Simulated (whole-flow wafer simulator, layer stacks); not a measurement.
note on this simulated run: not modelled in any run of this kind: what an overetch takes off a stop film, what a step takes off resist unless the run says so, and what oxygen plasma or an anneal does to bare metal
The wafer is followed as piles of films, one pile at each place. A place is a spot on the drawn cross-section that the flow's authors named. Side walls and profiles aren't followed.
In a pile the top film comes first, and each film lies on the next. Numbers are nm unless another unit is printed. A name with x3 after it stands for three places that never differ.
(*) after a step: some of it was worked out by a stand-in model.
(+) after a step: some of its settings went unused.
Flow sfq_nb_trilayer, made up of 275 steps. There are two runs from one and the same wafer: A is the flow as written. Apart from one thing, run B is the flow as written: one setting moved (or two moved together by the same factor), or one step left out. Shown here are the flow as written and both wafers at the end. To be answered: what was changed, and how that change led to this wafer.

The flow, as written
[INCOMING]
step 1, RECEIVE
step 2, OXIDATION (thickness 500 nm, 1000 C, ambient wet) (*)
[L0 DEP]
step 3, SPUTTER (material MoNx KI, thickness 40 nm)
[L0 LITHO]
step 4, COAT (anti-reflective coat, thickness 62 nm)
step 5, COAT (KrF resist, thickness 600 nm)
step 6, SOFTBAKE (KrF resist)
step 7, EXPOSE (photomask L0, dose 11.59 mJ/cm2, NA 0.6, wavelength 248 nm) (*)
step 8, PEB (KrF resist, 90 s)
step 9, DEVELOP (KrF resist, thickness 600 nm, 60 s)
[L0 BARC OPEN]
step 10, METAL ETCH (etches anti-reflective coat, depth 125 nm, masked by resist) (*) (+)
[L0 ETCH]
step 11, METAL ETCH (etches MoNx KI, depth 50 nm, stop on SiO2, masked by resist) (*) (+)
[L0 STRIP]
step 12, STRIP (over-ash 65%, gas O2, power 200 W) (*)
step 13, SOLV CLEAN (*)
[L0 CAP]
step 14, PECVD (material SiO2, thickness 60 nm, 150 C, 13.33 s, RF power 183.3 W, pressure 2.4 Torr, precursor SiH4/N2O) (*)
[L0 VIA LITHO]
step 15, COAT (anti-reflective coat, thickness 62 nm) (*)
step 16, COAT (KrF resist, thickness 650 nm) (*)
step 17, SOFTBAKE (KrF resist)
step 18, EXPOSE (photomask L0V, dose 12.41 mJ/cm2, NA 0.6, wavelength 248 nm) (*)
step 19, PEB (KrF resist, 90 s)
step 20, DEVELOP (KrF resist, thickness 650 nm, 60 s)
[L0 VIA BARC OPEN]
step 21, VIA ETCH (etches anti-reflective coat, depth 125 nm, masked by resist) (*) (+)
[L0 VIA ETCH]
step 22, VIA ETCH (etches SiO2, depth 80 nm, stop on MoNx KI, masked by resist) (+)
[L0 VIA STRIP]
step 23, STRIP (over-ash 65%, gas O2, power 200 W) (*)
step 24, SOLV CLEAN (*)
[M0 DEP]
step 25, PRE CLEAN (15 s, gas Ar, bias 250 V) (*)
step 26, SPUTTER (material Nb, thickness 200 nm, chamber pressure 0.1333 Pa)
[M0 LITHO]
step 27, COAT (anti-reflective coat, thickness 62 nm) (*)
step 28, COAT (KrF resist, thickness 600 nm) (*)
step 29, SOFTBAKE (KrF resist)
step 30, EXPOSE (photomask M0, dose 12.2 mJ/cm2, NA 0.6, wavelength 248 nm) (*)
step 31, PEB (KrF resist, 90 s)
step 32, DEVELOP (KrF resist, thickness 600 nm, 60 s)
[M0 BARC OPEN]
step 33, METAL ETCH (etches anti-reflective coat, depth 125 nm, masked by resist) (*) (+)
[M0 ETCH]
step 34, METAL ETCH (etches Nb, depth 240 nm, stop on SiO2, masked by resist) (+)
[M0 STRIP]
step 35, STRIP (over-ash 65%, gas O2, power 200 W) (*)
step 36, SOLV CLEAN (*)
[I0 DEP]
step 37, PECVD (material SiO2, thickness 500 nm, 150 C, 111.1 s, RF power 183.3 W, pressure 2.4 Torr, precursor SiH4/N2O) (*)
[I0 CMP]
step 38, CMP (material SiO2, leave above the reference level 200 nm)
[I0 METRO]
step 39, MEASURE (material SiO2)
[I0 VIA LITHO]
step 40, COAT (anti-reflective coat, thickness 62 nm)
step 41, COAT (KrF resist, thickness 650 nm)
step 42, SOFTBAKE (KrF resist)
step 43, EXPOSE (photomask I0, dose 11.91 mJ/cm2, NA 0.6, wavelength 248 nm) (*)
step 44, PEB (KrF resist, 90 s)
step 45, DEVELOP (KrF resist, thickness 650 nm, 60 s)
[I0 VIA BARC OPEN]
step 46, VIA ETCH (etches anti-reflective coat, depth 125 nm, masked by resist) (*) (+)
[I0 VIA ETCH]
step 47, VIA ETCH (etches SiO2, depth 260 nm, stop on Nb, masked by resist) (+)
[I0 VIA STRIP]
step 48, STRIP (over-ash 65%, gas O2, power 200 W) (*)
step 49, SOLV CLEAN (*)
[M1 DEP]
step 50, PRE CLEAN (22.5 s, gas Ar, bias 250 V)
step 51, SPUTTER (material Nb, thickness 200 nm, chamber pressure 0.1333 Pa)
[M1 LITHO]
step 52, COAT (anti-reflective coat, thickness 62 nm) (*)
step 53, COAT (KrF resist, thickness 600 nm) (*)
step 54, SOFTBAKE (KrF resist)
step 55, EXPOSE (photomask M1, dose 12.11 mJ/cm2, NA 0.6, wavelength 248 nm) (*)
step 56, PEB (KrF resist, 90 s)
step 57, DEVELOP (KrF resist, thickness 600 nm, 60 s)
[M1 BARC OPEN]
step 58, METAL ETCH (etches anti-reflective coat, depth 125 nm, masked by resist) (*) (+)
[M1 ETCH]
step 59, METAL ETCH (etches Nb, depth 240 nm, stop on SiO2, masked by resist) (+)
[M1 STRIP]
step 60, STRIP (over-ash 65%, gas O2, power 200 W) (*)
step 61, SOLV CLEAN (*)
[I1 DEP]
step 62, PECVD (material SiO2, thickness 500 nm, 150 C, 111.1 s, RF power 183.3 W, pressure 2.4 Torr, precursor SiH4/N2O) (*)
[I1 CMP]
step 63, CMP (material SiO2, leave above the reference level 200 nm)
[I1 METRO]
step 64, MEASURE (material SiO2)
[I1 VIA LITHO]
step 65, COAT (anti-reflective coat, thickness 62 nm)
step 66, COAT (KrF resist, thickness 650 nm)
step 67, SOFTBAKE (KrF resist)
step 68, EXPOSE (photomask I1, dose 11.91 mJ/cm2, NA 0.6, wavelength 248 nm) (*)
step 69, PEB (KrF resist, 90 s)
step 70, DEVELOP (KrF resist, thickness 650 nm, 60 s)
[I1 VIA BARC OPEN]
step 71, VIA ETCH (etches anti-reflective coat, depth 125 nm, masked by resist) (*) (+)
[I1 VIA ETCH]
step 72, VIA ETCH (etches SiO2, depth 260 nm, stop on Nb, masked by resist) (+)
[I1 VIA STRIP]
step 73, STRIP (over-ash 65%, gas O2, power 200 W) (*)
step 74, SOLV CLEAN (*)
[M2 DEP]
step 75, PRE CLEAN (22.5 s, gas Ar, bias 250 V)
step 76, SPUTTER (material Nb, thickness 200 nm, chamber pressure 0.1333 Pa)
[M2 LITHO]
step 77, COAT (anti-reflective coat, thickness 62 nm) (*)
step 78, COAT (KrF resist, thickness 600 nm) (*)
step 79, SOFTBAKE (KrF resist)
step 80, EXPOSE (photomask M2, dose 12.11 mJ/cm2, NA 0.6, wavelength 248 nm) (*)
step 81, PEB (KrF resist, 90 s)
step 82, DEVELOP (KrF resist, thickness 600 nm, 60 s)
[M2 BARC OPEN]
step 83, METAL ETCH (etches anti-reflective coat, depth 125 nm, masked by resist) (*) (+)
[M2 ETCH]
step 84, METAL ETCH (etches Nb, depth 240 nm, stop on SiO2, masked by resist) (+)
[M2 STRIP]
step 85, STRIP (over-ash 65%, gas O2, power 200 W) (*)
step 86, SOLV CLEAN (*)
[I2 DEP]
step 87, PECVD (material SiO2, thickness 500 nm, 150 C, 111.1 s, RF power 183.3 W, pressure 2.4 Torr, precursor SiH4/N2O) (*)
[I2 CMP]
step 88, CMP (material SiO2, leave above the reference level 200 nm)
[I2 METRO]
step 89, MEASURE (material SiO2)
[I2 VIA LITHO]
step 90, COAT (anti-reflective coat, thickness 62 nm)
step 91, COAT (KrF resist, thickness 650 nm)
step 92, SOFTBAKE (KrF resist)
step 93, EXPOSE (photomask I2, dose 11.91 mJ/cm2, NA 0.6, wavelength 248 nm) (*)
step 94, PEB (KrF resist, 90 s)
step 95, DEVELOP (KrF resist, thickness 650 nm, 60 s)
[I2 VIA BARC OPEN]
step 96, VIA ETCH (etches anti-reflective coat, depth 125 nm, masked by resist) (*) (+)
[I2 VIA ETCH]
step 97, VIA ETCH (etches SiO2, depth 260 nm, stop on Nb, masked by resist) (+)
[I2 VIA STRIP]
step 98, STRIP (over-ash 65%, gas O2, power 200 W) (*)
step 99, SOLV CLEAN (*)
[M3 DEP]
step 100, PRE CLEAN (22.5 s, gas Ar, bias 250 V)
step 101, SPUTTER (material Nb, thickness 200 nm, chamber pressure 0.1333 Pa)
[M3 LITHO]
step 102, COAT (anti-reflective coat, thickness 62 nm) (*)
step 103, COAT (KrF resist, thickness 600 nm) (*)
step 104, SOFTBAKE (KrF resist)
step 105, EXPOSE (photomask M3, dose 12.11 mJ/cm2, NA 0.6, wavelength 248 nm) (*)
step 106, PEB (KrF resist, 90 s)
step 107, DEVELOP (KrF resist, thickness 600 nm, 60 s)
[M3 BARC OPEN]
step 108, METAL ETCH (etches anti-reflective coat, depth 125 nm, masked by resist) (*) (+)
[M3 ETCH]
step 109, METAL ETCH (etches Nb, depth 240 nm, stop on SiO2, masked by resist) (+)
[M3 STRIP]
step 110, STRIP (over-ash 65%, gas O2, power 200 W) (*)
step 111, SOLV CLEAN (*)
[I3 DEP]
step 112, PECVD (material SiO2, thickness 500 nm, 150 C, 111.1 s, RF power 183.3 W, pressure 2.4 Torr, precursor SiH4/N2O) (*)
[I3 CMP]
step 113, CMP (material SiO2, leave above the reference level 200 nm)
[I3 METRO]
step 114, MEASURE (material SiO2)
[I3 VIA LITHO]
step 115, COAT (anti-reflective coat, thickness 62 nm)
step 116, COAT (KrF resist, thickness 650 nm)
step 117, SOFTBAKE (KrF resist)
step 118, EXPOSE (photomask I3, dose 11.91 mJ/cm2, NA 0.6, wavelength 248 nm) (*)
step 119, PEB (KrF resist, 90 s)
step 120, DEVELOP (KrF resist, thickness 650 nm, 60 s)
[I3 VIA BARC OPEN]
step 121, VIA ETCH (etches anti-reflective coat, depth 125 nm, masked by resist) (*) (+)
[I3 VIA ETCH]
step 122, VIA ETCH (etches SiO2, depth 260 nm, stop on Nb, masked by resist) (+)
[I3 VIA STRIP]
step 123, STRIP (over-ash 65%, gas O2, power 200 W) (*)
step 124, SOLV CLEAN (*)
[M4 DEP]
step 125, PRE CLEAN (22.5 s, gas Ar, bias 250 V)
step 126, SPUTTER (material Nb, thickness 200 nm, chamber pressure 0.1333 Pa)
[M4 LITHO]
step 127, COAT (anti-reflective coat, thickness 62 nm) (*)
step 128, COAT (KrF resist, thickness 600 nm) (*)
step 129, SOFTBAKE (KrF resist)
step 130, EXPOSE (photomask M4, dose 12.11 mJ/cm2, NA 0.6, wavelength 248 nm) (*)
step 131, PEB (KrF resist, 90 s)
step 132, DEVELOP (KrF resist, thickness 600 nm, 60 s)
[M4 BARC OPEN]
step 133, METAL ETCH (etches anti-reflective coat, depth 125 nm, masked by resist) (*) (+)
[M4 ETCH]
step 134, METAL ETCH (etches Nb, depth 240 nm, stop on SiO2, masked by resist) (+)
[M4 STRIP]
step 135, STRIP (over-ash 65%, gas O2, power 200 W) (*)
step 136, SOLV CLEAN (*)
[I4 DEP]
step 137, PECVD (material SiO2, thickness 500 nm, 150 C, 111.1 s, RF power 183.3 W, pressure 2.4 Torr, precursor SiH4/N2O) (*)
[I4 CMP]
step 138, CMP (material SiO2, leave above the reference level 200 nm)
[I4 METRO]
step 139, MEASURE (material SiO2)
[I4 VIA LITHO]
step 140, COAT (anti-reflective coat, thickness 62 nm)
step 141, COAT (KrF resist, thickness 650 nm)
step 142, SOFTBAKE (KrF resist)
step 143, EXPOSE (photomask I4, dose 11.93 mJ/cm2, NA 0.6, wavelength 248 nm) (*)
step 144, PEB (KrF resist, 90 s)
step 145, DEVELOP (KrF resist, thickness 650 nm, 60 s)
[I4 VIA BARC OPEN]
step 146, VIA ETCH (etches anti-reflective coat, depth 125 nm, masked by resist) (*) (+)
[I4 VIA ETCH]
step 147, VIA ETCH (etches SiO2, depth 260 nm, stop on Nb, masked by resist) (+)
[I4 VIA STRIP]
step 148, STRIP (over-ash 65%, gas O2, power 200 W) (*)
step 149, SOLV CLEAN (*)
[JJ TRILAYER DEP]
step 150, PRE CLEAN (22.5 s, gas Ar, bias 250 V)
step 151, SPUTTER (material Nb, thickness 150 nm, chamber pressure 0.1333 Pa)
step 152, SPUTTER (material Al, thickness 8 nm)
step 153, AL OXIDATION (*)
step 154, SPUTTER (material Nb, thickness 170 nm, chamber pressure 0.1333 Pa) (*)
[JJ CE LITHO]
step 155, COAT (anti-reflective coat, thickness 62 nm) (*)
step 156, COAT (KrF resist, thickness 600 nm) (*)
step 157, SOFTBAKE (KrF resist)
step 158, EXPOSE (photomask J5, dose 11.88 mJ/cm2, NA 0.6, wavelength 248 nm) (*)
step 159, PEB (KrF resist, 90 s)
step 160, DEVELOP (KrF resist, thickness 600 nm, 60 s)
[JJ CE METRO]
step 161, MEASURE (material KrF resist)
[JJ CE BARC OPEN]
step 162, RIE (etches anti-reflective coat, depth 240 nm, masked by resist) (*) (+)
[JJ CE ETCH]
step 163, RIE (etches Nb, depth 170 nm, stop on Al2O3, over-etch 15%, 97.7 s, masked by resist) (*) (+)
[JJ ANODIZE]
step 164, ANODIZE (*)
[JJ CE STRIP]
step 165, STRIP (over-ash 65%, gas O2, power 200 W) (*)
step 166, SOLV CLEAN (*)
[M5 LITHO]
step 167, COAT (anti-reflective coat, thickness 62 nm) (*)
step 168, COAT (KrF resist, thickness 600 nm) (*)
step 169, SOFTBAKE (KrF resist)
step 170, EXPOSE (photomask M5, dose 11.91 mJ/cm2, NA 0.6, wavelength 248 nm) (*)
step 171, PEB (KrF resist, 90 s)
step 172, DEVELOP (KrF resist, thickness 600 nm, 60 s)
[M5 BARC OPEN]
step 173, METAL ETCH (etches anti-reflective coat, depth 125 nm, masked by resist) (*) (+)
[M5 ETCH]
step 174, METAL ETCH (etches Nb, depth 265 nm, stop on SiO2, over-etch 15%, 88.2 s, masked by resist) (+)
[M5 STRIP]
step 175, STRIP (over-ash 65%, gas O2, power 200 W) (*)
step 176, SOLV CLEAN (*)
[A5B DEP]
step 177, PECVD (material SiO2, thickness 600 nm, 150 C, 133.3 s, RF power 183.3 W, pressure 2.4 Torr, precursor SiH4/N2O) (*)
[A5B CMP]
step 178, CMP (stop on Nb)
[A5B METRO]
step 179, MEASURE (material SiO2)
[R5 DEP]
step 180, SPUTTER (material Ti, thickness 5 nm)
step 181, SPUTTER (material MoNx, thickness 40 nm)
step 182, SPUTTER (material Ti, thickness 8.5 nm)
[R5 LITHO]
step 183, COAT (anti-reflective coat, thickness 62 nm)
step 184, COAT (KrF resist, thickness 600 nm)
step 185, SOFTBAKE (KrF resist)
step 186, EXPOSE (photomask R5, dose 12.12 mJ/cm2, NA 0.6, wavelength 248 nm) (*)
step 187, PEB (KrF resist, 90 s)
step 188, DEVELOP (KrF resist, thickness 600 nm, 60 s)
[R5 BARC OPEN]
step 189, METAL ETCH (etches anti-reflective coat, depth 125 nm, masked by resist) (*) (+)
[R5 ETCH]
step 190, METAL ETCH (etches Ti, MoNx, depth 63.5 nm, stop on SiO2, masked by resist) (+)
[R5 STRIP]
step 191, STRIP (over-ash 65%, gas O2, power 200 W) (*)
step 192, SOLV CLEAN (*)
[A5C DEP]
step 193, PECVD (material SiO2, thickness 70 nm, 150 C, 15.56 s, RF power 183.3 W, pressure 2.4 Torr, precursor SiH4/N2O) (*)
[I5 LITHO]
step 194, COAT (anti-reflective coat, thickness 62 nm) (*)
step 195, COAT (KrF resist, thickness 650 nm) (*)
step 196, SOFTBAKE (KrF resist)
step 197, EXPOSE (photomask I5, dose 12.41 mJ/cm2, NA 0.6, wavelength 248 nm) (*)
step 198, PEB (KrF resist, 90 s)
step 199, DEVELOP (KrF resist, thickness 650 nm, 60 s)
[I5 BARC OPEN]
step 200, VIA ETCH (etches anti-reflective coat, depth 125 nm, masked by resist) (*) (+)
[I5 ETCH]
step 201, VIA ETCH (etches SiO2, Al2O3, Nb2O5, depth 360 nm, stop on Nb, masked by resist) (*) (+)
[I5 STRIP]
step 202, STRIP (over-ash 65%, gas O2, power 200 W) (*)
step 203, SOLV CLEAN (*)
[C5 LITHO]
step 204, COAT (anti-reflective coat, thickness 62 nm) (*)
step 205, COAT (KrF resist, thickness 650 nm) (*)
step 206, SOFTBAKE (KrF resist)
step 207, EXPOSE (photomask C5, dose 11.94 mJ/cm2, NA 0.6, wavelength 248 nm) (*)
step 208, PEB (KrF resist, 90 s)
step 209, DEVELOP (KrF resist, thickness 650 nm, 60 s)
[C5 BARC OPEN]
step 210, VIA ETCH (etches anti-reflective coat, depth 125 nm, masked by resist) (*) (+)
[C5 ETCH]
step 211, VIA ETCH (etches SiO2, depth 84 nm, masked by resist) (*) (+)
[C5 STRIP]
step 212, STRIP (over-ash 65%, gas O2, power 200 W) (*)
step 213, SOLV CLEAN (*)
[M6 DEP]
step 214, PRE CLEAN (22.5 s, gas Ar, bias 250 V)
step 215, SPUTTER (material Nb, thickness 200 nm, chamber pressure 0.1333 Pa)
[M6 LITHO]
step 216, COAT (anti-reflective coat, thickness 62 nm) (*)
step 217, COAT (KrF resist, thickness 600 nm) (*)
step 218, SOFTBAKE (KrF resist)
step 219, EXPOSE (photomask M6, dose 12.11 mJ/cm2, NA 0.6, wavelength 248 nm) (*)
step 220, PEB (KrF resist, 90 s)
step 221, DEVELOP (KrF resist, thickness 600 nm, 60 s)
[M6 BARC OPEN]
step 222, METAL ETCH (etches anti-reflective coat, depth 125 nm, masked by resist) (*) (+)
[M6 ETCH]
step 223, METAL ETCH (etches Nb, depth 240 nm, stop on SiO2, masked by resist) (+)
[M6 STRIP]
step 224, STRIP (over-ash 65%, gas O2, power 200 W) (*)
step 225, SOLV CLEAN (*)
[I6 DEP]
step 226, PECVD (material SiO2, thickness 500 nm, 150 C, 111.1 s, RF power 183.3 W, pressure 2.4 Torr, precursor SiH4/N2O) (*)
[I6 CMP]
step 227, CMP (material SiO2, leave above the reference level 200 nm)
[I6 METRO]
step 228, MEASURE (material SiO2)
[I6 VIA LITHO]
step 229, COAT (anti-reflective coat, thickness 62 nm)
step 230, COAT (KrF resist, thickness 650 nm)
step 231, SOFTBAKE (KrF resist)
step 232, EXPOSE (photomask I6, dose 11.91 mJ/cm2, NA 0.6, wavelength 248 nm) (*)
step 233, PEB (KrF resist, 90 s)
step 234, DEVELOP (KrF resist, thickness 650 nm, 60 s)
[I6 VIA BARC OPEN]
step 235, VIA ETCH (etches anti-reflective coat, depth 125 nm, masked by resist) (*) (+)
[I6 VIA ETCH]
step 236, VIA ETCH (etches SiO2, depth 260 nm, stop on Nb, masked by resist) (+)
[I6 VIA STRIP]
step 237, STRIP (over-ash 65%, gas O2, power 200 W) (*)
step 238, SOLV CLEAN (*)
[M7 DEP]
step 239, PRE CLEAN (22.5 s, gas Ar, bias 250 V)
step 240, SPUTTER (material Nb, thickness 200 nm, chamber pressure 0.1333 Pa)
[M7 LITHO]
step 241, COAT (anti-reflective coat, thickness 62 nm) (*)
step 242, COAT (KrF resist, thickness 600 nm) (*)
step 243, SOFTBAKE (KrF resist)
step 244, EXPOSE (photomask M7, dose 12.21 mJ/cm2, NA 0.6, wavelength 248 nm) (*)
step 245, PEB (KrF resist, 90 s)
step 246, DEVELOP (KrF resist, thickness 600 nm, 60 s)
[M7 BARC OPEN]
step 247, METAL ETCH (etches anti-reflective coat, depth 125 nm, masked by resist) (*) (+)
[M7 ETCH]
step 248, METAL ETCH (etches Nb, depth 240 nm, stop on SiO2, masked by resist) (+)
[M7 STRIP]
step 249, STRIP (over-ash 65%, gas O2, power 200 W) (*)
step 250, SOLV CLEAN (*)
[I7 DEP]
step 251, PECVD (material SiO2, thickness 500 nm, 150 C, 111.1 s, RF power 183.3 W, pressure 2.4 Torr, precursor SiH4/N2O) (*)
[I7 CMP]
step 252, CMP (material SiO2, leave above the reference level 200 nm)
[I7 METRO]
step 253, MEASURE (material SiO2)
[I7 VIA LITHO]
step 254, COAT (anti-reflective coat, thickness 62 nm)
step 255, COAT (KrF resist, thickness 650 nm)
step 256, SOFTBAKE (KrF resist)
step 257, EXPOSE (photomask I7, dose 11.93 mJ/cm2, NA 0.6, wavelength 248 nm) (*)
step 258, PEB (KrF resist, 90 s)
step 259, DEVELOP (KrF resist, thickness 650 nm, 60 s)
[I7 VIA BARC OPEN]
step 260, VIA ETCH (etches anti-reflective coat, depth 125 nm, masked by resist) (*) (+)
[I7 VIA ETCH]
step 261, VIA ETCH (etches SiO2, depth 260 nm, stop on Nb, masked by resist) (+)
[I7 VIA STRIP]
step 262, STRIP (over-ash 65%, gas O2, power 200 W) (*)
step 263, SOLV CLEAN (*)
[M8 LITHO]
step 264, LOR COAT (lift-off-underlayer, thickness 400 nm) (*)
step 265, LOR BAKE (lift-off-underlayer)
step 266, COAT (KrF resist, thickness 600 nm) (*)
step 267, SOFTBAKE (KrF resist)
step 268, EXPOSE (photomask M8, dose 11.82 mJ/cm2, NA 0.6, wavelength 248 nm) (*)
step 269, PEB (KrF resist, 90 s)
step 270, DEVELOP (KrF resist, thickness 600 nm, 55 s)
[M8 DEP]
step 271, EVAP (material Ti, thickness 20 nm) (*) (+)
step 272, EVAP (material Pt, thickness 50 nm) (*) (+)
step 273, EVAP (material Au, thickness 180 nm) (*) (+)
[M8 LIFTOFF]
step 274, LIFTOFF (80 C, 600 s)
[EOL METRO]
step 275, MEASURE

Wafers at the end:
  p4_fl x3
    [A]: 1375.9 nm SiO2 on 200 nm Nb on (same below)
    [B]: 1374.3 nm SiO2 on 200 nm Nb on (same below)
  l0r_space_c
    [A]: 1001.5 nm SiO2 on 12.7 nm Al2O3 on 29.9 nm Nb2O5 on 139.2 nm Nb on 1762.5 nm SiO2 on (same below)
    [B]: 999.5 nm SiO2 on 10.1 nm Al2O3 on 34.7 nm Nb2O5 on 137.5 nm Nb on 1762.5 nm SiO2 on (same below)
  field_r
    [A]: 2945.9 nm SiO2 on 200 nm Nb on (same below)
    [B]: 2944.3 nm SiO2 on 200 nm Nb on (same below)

Cause: step 152, SPUTTER: thickness 6.4 nm was run, whereas the flow has thickness 8 nm.

The path from the change to this, step by step:
  step 152, SPUTTER (material Al, thickness 8 nm)
      field_l, v_sur, via_sp and 100 more: A Al gains 8 (new film) | B Al gains 6.4 (new film)
      via_wl, via_wr: A Al gains 5.14 (new film) | B Al gains 4.11 (new film)
      (also at 1 further place)
  step 164, ANODIZE (*)
      field_l, v_sur, via_sp and 96 more: A Al2O3 gains 12.2, Nb2O5 gains 29.9 (new film), Al loses 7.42 (all of it), Nb loses 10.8 | B Al2O3 gains 9.6, Nb2O5 gains 34.7 (new film), Al loses 5.82 (all of it), Nb loses 12.5
      via_wl, via_wr: A Al2O3 gains 7.52 (new film), Nb2O5 gains 39.2 (new film), Al loses 4.56 (all of it), Nb loses 14.1 | B Al2O3 gains 5.83 (new film), Nb2O5 gains 42.2 (new film), Al loses 3.53 (all of it), Nb loses 15.2
      (also at 1 further place)
  step 167, COAT (anti-reflective coat, thickness 62 nm) (*)
      ce_l: A anti-reflective coat gains 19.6 (new film) | B anti-reflective coat gains 18.8 (new film)
      ce_r: A anti-reflective coat gains 19.7 (new film) | B anti-reflective coat gains 18.9 (new film)
  step 174, METAL ETCH (etches Nb, depth 265 nm, stop on SiO2, over-etch 15%, 88.2 s, masked by resist) (+)
      field_l, r_sur, res and 49 more: A Al2O3 loses 12.6 (all of it), Nb2O5 loses 29.9 (all of it), Nb loses 139.2 (all of it), SiO2 loses 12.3 | B Al2O3 loses 9.99 (all of it), Nb2O5 loses 34.7 (all of it), Nb loses 137.5 (all of it), SiO2 loses 12.3
      wl_a_sl: A Al2O3 loses 12.6 (all of it), Nb2O5 loses 29.9 (all of it), Nb loses 139.2 (all of it), SiO2 loses 12.3 | B Al2O3 loses 9.98 (all of it), Nb2O5 loses 34.7 (all of it), Nb loses 137.5 (all of it), SiO2 loses 12.3
  step 175, STRIP (over-ash 65%, gas O2, power 200 W) (*)
      ce_l: A KrF resist loses 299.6 (all of it), anti-reflective coat loses 19.6 (all of it) | B KrF resist loses 301.8 (all of it), anti-reflective coat loses 18.8 (all of it)
      ce_r: A KrF resist loses 299.9 (all of it), anti-reflective coat loses 19.7 (all of it) | B KrF resist loses 302 (all of it), anti-reflective coat loses 18.9 (all of it)
  step 201, VIA ETCH (etches SiO2, Al2O3, Nb2O5, depth 360 nm, stop on Nb, masked by resist) (*) (+)
      be: A SiO2 loses 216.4 (all of it), Al2O3 loses 12.7 (all of it), Nb2O5 loses 29.9 (all of it) | B SiO2 loses 214.4 (all of it), Al2O3 loses 10.1 (all of it), Nb2O5 loses 34.7 (all of it)
